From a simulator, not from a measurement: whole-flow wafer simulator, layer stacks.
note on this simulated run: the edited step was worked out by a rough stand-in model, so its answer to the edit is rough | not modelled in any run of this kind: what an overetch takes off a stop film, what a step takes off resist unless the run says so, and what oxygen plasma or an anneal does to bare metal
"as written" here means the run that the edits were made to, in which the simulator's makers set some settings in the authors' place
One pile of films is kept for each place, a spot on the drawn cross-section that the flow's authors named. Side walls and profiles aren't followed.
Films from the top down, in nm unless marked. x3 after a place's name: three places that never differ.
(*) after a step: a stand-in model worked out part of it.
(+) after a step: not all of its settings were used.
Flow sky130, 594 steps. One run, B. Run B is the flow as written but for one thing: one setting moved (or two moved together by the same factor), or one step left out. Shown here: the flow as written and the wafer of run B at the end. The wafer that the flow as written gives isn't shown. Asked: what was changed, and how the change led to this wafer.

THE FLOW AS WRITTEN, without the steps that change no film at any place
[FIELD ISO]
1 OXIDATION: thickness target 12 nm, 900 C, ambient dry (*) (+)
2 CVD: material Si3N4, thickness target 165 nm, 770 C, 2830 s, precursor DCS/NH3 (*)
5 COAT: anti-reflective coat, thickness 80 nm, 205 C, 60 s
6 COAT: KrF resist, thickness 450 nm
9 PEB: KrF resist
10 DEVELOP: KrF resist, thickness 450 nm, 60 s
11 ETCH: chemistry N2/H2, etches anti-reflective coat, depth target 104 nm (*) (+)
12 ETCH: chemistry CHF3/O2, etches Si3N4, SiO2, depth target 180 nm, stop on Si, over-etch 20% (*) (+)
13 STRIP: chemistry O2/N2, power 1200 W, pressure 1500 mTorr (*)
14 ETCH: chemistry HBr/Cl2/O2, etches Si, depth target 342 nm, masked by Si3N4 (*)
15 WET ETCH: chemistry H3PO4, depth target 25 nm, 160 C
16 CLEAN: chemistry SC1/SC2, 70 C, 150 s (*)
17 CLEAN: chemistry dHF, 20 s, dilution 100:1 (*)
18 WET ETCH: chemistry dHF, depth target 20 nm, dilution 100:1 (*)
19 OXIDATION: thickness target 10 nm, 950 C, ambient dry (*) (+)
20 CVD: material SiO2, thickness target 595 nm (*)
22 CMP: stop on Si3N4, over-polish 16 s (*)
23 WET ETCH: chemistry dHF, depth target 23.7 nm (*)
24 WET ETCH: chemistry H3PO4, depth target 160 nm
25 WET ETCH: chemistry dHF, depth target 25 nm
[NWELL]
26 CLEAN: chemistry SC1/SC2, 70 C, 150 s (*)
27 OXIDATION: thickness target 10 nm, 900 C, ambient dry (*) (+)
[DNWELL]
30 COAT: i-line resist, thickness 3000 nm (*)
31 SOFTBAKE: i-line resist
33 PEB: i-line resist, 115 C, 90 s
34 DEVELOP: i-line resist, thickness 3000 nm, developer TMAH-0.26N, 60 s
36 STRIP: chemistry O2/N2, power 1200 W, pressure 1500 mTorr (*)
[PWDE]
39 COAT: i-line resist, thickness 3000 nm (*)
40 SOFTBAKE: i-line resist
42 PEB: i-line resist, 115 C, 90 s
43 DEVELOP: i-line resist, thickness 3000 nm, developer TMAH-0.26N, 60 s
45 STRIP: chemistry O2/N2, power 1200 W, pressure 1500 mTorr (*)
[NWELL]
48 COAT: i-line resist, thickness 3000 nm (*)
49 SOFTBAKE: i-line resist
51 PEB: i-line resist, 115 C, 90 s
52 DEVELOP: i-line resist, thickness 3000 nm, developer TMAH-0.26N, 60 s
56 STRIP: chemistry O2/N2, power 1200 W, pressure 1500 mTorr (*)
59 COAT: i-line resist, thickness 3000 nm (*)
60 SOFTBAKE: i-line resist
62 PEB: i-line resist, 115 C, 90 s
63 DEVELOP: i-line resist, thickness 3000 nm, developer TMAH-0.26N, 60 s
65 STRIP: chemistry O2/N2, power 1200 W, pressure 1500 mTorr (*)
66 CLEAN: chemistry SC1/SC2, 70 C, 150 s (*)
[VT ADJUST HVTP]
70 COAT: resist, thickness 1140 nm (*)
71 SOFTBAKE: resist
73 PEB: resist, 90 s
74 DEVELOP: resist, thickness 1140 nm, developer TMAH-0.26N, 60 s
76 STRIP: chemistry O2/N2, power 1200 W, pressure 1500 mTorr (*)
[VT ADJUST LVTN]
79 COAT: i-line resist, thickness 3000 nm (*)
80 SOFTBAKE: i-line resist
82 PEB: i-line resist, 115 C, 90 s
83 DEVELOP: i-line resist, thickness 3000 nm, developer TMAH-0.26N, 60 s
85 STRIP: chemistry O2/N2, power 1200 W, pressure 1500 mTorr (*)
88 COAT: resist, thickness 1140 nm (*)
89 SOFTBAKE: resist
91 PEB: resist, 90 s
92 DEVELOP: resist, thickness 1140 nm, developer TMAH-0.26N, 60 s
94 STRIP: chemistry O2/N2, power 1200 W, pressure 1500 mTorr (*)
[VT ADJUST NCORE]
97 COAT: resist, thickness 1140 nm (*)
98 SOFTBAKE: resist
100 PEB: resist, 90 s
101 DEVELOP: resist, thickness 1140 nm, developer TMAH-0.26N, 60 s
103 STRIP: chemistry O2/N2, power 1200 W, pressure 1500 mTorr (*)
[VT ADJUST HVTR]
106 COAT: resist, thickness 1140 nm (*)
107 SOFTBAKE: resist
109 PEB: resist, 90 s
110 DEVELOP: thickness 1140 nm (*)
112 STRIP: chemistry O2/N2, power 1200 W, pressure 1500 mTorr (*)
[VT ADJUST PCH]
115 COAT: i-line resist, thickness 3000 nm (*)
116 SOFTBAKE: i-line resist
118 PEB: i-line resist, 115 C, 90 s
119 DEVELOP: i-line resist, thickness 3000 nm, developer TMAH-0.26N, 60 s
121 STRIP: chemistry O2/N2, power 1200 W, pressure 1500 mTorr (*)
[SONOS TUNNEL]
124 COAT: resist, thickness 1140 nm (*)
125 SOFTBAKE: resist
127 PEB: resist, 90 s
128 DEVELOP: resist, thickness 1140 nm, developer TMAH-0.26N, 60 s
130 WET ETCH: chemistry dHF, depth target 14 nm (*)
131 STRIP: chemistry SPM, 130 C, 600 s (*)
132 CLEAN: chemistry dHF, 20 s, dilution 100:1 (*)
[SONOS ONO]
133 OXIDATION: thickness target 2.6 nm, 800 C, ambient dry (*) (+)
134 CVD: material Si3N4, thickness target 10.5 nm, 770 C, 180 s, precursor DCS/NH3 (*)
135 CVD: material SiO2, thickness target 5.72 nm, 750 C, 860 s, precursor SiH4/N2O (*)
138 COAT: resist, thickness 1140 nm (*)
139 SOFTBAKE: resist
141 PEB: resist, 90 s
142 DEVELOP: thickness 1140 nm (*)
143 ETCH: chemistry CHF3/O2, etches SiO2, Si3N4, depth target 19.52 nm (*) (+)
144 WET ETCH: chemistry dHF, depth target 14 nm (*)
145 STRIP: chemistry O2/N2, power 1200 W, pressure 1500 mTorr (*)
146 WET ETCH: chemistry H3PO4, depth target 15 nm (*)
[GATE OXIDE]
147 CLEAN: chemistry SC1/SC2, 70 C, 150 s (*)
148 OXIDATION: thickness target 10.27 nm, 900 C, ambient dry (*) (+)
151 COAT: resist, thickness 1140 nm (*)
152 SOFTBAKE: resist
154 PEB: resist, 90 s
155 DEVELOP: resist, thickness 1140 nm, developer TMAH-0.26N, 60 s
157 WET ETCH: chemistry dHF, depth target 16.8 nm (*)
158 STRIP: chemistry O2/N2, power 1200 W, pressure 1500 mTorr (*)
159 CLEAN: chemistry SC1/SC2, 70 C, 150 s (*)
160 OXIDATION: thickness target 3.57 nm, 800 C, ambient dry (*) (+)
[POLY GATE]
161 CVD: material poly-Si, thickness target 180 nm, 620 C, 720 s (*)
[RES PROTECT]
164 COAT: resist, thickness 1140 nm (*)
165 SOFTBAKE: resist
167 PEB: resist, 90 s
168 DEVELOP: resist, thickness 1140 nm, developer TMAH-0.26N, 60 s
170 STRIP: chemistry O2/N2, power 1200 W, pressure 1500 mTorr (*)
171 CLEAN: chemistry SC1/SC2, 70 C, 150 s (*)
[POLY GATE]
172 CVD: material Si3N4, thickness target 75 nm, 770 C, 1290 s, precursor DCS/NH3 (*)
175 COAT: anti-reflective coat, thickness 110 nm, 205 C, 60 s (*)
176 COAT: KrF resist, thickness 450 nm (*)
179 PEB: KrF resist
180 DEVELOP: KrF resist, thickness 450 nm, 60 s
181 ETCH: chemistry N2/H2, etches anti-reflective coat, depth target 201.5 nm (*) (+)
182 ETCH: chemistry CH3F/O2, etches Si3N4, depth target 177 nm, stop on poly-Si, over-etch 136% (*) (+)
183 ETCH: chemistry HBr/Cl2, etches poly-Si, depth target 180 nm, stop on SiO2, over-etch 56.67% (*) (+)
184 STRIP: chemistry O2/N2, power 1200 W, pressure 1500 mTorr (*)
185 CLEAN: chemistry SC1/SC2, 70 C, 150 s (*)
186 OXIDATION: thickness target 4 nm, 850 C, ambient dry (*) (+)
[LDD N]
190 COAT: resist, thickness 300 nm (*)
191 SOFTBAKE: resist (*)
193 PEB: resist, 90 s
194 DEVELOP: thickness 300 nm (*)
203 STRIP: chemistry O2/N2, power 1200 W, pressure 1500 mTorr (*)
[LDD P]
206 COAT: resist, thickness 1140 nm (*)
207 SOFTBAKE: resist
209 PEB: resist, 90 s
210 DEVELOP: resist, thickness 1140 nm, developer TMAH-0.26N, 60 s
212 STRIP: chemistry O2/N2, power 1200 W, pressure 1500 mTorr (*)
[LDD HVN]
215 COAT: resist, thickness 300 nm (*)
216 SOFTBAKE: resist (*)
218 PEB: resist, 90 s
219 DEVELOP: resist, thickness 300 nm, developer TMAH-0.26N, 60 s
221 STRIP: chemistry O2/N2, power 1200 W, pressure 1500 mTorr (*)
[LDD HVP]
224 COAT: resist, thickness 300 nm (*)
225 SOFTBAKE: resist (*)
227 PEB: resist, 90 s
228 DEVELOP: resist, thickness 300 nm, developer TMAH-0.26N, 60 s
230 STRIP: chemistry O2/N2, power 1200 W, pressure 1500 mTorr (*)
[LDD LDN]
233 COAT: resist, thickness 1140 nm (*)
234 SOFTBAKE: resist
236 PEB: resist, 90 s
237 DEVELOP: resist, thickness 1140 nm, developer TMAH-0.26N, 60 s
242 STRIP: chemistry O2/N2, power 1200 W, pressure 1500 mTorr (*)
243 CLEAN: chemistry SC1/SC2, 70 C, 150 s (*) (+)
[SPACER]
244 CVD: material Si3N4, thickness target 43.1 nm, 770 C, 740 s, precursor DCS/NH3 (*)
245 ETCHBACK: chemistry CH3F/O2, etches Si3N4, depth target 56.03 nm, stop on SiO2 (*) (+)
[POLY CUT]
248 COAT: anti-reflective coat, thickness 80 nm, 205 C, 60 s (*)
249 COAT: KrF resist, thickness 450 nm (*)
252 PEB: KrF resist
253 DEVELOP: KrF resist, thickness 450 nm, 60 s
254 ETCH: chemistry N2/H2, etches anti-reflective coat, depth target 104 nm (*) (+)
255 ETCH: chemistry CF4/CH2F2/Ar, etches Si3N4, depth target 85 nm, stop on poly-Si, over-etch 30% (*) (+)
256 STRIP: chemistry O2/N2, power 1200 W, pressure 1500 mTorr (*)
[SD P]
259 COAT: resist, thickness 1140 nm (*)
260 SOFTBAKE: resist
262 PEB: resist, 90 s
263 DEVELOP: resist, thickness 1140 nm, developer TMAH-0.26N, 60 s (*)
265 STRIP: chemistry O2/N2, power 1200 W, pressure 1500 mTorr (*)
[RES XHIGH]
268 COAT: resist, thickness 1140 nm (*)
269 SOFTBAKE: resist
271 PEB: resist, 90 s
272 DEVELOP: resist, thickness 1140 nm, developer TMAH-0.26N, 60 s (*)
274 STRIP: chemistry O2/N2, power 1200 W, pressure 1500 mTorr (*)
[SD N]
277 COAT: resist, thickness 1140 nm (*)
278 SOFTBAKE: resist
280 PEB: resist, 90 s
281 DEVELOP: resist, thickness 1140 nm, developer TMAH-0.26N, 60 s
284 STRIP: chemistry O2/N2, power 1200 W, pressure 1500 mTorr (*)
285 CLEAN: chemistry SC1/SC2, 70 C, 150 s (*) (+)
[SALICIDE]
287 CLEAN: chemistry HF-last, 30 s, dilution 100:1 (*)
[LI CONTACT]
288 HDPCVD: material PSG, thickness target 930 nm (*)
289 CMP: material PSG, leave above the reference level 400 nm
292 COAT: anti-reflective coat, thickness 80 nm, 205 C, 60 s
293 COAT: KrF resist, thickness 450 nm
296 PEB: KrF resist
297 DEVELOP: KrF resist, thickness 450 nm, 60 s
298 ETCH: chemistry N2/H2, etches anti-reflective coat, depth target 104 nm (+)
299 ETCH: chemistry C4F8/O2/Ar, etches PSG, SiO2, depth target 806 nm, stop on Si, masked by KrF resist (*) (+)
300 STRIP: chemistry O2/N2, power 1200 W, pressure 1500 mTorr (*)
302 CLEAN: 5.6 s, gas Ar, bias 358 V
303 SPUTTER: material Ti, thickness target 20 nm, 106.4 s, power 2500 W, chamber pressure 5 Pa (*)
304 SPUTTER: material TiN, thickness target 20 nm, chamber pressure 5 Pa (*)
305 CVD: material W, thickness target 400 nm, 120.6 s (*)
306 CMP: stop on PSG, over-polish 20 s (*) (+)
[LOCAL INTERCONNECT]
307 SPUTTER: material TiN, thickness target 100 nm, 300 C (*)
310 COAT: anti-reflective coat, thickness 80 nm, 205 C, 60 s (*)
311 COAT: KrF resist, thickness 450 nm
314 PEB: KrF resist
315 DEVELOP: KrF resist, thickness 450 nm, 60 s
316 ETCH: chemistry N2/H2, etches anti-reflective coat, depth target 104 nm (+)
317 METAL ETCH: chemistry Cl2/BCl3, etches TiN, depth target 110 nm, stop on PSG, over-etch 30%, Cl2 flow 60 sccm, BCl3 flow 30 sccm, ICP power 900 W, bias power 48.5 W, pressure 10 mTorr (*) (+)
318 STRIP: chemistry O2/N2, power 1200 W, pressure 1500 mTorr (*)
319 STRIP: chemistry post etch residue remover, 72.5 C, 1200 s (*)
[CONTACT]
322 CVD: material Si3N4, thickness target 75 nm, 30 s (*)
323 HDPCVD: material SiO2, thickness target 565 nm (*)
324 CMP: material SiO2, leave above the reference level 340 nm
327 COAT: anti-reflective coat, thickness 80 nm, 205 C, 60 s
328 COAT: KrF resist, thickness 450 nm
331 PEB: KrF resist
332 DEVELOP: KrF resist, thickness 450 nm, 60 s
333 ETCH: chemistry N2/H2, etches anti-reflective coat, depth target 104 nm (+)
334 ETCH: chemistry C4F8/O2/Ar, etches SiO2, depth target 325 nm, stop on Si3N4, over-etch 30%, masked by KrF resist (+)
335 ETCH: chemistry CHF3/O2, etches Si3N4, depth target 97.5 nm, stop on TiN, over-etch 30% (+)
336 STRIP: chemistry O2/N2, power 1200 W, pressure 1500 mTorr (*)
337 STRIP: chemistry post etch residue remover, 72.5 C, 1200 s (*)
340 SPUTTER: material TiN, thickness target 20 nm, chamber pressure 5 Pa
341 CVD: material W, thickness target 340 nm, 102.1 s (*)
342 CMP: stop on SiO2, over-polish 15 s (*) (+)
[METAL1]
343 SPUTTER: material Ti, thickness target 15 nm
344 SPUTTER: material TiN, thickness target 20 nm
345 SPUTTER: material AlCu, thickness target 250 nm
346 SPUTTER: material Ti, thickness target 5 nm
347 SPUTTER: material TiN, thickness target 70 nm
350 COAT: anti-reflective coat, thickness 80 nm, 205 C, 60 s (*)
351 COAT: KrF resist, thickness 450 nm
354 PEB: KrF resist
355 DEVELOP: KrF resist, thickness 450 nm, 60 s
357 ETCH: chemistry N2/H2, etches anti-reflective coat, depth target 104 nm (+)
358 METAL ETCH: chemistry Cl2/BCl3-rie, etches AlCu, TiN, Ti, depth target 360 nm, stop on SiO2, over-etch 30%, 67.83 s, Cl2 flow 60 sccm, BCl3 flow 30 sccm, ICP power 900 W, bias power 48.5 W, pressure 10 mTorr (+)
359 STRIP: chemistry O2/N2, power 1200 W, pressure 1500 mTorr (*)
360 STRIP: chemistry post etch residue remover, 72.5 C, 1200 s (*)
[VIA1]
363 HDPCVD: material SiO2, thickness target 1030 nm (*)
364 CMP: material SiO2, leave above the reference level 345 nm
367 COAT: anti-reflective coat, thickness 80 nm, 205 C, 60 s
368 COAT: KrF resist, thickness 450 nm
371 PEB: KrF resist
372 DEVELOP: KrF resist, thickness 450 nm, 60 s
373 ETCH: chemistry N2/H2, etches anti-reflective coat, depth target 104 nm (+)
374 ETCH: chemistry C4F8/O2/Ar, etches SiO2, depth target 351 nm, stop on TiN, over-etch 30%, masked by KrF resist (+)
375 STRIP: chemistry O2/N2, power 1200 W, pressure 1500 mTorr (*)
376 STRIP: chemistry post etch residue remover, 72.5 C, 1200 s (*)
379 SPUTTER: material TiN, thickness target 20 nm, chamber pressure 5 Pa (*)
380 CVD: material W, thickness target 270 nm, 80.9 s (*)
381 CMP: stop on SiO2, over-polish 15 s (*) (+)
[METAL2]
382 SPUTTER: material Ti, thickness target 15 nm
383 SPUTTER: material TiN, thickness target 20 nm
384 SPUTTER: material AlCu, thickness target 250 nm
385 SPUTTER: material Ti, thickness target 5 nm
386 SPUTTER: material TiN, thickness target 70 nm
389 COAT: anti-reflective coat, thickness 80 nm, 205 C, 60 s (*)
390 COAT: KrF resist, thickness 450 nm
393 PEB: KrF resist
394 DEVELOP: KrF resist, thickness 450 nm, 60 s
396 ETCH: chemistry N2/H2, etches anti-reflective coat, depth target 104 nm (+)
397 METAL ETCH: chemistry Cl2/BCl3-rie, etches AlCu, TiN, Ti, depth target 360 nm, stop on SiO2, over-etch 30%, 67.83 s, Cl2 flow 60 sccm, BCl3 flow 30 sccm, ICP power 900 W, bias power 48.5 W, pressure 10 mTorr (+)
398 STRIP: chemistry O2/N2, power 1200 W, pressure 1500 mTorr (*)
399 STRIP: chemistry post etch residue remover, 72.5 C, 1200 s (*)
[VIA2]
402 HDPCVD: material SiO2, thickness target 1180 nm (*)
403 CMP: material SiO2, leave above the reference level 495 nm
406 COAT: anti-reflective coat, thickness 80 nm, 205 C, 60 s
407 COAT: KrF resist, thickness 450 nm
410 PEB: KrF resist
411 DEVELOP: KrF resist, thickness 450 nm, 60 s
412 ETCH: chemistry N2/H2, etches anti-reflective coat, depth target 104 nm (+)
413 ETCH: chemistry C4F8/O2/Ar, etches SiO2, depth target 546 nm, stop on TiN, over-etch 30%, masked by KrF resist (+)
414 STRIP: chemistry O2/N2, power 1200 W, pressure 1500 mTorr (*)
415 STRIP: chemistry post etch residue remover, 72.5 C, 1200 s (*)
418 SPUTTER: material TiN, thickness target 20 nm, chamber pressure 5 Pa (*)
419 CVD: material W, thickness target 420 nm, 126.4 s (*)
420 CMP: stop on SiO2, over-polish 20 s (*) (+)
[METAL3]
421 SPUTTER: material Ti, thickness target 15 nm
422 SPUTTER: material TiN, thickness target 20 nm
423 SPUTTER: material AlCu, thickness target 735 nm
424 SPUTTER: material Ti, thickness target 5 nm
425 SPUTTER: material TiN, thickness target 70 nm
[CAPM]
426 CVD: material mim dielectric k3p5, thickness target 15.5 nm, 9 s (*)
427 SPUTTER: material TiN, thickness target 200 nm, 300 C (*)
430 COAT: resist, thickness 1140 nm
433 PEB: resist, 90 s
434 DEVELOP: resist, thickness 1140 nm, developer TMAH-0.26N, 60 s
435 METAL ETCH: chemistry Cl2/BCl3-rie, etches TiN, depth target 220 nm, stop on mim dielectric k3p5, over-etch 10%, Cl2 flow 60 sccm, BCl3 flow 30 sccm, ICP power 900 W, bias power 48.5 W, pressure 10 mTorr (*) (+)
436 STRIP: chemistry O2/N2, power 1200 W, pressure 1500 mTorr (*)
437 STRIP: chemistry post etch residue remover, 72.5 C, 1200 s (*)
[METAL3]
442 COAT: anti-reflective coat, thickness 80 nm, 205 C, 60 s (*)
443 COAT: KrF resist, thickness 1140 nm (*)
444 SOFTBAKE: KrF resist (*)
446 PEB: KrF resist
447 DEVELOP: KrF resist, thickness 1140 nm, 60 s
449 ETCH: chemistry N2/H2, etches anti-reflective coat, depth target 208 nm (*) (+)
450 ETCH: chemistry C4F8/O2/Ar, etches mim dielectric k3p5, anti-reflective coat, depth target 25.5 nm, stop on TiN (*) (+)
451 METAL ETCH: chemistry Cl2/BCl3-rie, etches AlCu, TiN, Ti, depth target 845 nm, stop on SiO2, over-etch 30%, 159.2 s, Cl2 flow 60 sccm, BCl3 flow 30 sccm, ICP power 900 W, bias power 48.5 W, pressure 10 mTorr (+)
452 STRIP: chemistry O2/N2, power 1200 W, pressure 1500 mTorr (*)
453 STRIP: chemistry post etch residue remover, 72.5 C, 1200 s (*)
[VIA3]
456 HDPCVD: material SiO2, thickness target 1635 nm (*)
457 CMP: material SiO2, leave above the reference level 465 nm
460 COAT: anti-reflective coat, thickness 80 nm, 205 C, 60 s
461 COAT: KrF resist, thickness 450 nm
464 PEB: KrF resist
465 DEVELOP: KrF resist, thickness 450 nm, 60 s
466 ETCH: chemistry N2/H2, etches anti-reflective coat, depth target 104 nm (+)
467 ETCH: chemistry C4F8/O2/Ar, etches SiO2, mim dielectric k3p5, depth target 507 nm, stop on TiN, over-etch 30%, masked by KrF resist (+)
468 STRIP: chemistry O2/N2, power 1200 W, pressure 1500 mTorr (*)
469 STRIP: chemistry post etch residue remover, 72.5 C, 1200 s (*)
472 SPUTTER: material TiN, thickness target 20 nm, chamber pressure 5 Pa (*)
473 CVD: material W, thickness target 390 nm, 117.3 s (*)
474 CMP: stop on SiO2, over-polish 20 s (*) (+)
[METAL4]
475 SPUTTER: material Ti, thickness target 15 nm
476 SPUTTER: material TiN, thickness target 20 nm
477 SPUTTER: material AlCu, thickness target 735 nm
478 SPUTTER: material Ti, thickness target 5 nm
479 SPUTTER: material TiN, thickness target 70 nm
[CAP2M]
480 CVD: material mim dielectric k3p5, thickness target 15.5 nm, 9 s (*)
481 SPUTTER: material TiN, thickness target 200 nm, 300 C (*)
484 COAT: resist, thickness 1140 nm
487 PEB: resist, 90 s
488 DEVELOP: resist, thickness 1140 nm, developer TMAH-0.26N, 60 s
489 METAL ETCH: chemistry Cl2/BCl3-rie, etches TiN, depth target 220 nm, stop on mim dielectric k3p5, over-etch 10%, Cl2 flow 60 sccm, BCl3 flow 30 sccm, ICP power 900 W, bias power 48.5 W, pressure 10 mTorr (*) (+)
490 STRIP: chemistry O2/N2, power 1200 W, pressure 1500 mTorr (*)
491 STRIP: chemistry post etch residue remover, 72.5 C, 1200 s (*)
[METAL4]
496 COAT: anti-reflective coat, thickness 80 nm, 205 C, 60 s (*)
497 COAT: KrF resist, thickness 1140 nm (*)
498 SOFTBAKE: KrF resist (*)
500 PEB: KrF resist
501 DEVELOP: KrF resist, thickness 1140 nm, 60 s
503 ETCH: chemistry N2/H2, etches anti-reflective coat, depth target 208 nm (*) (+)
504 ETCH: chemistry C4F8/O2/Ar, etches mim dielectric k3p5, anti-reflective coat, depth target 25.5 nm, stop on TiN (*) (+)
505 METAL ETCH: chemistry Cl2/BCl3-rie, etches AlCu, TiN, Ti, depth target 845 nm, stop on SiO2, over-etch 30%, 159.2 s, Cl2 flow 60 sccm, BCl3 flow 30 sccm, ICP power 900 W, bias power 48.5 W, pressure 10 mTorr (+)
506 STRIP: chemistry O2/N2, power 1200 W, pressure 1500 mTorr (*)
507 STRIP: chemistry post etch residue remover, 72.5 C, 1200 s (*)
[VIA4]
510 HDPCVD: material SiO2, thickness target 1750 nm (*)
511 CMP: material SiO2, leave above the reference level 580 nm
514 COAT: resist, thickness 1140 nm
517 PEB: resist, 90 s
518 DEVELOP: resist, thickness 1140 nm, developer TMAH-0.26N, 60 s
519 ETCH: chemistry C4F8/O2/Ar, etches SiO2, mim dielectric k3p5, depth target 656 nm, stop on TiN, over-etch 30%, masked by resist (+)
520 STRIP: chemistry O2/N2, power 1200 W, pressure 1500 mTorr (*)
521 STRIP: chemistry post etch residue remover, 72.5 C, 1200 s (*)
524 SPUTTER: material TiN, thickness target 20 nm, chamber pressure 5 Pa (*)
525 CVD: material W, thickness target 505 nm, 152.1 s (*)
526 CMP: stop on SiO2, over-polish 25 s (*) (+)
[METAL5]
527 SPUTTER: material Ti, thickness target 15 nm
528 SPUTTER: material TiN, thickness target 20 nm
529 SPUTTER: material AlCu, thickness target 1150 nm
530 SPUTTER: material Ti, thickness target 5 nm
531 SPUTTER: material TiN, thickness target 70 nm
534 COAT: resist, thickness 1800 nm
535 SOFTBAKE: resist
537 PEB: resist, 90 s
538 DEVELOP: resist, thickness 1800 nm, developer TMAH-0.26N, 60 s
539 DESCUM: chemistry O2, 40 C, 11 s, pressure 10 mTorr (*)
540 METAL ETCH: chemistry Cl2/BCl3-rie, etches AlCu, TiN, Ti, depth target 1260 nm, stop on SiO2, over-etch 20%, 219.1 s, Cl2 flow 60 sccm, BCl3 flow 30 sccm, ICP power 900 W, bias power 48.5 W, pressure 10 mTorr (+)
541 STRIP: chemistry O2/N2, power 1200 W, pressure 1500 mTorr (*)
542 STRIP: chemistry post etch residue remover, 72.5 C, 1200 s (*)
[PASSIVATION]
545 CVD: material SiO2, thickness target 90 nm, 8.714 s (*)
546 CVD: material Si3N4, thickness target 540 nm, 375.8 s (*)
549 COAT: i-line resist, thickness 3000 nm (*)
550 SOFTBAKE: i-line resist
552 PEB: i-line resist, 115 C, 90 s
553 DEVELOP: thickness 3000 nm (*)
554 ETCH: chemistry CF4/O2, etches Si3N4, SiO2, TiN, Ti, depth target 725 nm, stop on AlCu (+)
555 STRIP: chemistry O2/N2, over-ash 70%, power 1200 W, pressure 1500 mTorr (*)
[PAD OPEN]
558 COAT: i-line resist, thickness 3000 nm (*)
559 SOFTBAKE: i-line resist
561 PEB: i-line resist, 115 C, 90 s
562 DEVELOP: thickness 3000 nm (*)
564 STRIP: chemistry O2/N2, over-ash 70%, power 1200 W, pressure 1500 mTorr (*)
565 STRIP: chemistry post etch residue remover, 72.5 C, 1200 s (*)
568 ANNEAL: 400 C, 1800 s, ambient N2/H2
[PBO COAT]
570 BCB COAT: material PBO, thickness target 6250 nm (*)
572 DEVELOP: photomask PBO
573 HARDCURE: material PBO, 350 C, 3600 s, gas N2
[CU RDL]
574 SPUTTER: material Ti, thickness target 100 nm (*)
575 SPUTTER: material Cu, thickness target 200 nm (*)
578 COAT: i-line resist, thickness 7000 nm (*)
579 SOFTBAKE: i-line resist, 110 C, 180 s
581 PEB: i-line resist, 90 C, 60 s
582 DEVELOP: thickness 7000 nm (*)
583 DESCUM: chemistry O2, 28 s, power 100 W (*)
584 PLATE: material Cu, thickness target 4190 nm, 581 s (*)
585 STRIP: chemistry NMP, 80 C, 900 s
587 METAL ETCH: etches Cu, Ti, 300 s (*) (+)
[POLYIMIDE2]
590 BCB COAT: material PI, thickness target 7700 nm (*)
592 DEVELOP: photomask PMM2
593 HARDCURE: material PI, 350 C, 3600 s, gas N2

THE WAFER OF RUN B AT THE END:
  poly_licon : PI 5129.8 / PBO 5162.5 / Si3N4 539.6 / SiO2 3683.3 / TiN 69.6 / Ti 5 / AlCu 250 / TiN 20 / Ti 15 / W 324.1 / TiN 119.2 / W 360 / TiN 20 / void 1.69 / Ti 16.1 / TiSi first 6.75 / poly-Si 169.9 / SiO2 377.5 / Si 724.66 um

The cause: step 305, CVD: thickness target 360 nm was run, where the flow has thickness target 400 nm.

How the change led to this, step by step:
  305 CVD: material W, thickness target 400 nm, 120.6 s (*)
      field, active, n_well and 185 more: W +360 (new film) (as written it would be: W +400 (new film))
      ndiff_licon: W +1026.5 (new film) (as written it would be: W +1066.5 (new film))
      (and at 2 more places)
  306 CMP: stop on PSG, over-polish 20 s (*) (+)
      poly_licon: nothing (as written it would be: W -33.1)
      field, active, n_well and 184 more: W -360 (all of it), TiN -20 (all of it), Ti -20 (all of it), PSG -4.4 (as written it would be: W -400 (all of it), TiN -20 (all of it), Ti -20 (all of it), PSG -4.4)
      (and at 3 more places)
  310 COAT: anti-reflective coat, thickness 80 nm, 205 C, 60 s (*)
      poly_licon: anti-reflective coat +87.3 (new film) (as written it would be: anti-reflective coat +80.4 (new film))
  318 STRIP: chemistry O2/N2, power 1200 W, pressure 1500 mTorr (*)
      poly_licon: KrF resist -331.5 (all of it), anti-reflective coat -87.3 (all of it) (as written it would be: KrF resist -331.5 (all of it), anti-reflective coat -80.4 (all of it))
  324 CMP: material SiO2, leave above the reference level 340 nm
      poly_licon: SiO2 -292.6 (as written it would be: SiO2 -299.5)
  334 ETCH: chemistry C4F8/O2/Ar, etches SiO2, depth target 325 nm, stop on Si3N4, over-etch 30%, masked by KrF resist (+)
      poly_licon: SiO2 -271.8 (all of it) (as written it would be: SiO2 -264.9 (all of it))
  342 CMP: stop on SiO2, over-polish 15 s (*) (+)
      poly_licon: W -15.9 (as written it would be: W -22.8)
